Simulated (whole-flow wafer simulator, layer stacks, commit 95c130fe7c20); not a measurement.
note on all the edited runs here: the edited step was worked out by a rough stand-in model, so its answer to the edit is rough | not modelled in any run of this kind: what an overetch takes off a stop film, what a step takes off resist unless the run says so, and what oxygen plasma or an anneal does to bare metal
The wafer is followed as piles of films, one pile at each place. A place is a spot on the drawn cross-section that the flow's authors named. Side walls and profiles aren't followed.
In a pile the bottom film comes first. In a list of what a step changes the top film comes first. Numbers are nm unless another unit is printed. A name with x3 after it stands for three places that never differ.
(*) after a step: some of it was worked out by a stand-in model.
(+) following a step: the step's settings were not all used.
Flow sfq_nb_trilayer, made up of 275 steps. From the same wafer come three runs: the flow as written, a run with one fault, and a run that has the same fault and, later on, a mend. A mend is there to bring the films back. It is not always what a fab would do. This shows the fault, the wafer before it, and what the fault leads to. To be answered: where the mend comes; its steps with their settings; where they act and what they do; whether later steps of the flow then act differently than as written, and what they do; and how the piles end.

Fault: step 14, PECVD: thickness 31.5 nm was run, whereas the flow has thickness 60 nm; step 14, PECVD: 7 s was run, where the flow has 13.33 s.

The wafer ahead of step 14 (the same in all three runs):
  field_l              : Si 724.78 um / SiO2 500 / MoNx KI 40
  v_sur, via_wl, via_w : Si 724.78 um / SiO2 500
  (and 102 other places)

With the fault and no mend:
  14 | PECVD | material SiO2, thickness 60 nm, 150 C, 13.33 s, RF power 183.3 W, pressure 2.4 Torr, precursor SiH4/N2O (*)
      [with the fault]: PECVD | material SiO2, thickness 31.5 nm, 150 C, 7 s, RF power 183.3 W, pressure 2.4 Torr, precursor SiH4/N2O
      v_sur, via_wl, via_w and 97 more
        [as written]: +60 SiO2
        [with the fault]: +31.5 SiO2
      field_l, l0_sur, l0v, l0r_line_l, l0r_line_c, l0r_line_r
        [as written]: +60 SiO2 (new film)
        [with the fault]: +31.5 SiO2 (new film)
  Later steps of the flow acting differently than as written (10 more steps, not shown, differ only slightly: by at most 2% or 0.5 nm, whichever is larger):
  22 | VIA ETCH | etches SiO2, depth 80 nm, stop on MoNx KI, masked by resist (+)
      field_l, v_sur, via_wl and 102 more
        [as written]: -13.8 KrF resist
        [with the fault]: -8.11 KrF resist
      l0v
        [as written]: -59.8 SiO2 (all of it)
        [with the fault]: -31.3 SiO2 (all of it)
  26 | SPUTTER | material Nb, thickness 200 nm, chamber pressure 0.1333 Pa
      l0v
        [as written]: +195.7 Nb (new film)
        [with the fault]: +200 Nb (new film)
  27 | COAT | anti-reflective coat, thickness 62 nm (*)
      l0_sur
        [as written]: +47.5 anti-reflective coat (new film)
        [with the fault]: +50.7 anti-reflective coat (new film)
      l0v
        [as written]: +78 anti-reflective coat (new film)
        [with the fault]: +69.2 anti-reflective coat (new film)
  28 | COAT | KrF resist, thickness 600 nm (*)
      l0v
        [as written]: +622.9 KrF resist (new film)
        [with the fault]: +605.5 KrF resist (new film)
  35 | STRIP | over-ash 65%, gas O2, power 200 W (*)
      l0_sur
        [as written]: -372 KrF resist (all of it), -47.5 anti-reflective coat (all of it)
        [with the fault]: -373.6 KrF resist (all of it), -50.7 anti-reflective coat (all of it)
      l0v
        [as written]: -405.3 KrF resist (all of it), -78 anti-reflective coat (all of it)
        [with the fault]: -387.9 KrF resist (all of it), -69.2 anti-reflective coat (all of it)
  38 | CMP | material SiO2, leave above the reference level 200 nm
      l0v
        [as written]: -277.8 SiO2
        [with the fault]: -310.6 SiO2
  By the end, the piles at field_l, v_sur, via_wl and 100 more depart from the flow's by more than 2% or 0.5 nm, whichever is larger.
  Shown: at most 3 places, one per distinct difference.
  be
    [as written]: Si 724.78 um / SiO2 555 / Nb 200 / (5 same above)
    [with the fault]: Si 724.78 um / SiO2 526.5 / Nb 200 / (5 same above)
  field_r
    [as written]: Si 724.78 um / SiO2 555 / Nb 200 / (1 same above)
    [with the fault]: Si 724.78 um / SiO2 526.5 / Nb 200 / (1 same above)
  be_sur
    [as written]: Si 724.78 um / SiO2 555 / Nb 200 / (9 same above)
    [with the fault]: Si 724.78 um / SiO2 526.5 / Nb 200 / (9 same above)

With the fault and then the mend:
  After step 14 comes the mend.
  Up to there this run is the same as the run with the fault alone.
  14a | PECVD | material SiO2, thickness 28.5 nm, 150 C, 6.333 s, RF power 183.3 W, pressure 2.4 Torr, precursor SiH4/N2O (a further turn of the flow's step 14, with different settings)
      field_l, v_sur, via_wl and 103 more
        +28.5 SiO2
  Later steps of the flow that are run all act as written at every place that is followed, up to a difference of at most 2% or 0.5 nm, whichever is larger.
  The piles end the same as the flow's at every place that both follow.
